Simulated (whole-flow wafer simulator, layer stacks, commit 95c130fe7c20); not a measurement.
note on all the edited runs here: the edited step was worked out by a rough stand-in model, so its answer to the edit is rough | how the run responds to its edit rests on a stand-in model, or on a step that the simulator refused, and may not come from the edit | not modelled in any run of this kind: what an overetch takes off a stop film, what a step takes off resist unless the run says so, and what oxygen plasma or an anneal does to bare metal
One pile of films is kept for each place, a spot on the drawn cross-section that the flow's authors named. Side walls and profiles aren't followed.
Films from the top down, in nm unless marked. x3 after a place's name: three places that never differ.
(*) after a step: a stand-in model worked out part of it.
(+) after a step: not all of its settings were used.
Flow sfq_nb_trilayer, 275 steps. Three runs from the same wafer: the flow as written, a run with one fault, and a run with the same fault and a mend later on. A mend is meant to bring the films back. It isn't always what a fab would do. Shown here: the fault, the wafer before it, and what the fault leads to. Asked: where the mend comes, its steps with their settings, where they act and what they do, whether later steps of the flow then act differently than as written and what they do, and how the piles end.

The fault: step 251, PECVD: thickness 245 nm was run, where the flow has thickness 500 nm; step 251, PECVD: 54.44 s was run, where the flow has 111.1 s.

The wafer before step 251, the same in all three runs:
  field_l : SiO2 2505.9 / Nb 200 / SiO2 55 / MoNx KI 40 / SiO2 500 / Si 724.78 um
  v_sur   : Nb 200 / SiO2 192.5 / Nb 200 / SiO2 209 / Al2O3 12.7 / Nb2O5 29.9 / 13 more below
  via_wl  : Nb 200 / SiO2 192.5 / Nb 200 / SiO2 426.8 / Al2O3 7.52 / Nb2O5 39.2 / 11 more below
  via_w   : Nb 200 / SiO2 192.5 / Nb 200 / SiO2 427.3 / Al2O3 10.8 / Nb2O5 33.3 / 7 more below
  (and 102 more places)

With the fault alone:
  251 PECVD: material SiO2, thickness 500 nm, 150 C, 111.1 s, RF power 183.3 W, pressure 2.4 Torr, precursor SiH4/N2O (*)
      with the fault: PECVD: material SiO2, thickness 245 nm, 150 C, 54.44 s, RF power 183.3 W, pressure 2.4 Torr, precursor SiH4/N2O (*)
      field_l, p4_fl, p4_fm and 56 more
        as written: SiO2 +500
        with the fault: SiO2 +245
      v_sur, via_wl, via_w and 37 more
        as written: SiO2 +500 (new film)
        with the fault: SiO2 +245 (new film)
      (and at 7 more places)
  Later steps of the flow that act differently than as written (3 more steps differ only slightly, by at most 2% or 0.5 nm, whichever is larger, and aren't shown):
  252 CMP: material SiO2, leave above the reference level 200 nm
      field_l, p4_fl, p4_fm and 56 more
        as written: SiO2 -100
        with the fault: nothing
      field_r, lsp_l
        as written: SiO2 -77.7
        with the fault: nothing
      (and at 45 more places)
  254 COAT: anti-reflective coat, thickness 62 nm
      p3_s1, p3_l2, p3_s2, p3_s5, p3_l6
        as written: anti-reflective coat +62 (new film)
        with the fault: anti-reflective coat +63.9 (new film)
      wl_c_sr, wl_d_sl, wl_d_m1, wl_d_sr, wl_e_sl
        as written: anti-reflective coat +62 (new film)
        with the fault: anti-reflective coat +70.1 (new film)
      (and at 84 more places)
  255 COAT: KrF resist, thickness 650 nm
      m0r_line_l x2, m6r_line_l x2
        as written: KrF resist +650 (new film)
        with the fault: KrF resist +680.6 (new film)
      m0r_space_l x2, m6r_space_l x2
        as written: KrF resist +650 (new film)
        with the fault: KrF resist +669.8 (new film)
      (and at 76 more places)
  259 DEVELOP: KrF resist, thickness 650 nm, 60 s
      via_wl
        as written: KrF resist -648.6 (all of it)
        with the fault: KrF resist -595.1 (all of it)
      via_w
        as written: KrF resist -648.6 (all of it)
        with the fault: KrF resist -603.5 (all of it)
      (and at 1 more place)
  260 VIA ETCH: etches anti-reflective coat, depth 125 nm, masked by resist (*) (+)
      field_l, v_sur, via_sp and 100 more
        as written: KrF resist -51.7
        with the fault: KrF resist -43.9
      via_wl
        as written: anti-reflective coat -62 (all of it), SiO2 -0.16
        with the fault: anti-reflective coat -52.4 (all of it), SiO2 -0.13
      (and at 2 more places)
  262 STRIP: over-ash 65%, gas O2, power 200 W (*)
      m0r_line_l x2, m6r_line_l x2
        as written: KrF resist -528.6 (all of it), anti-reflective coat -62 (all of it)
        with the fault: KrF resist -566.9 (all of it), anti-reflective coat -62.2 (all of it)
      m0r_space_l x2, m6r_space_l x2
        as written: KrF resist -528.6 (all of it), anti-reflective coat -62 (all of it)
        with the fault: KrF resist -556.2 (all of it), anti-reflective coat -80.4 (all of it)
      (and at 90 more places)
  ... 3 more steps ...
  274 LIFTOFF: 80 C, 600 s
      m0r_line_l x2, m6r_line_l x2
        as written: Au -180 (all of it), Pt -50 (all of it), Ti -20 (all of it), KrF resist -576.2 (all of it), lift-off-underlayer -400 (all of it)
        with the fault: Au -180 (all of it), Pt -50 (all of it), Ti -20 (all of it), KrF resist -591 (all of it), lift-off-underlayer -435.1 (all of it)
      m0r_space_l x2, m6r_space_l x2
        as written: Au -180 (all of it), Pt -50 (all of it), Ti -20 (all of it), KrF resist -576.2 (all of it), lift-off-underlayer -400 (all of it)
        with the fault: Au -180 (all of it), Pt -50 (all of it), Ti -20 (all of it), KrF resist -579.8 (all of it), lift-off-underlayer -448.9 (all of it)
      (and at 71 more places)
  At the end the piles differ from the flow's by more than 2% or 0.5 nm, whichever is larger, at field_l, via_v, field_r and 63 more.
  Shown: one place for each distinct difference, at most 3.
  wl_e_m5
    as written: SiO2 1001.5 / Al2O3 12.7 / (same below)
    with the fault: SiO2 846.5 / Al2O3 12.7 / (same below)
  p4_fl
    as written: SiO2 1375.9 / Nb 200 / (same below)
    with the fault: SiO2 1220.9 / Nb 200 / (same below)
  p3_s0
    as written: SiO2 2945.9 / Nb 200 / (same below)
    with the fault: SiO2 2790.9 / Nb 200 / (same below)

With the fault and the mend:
  The mend comes after step 251.
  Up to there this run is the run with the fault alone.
  251a PECVD: material SiO2, thickness 255 nm, 150 C, 56.67 s, RF power 183.3 W, pressure 2.4 Torr, precursor SiH4/N2O (*) (the flow's step 251 once more, with other settings)
      field_l, v_sur, via_wl and 98 more
        SiO2 +255
      field_r, lsp_l
        SiO2 +244.6
      l0_sur, l0v
        SiO2 +249.2
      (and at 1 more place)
  Later steps of the flow that act differently than as written:
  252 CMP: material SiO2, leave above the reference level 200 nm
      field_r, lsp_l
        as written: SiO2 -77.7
        with the mend: SiO2 -80.1
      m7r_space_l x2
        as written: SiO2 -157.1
        with the mend: SiO2 -100
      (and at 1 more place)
  At the end the piles are the same as the flow's at every place that both follow.
